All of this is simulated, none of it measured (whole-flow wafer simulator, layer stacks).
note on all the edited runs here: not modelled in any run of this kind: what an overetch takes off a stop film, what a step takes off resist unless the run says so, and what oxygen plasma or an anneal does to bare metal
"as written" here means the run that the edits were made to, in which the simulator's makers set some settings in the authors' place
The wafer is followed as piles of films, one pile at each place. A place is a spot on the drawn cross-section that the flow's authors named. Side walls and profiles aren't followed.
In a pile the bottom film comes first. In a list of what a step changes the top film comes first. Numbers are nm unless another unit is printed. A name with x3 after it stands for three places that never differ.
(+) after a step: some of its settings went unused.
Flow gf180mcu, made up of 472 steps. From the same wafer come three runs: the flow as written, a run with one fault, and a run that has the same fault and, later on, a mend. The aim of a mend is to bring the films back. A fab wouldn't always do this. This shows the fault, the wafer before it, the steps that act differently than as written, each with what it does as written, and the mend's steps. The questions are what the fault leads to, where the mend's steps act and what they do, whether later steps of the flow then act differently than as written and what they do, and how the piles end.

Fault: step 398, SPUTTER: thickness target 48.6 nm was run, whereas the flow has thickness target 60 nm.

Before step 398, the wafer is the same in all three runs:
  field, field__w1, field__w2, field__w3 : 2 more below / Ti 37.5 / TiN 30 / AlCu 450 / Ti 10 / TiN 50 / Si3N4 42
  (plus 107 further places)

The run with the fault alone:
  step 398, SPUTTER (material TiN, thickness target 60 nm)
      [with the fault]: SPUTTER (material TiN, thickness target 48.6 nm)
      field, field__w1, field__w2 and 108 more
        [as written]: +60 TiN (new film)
        [with the fault]: +48.6 TiN (new film)
  Later steps of the flow acting differently than as written (9 other steps are not shown; they differ only slightly, by no more than 2% or 0.5 nm, whichever is larger):
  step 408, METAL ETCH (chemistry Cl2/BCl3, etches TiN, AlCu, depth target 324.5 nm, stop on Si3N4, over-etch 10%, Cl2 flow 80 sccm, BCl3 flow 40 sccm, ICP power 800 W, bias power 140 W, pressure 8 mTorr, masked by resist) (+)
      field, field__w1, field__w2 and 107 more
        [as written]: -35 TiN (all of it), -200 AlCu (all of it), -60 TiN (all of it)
        [with the fault]: -35 TiN (all of it), -200 AlCu (all of it), -48.6 TiN (all of it)
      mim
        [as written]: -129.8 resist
        [with the fault]: -124.8 resist
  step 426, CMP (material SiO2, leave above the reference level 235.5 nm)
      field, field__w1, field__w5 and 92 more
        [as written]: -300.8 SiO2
        [with the fault]: -312.2 SiO2
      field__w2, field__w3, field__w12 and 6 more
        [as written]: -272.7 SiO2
        [with the fault]: -284.1 SiO2
  The piles end different from the flow's at mim by more than 2% or 0.5 nm, whichever is larger.
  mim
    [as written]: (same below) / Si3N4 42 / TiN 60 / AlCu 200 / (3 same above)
    [with the fault]: (same below) / Si3N4 42 / TiN 48.6 / AlCu 200 / (3 same above)

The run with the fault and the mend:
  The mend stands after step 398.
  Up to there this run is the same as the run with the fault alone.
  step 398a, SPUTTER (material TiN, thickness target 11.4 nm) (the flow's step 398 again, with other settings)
      field, field__w1, field__w2 and 108 more
        +11.4 TiN
  None of the later steps of the flow acts differently than as written at any place that is followed.
  By the end, the piles equal the flow's at every place that both follow.
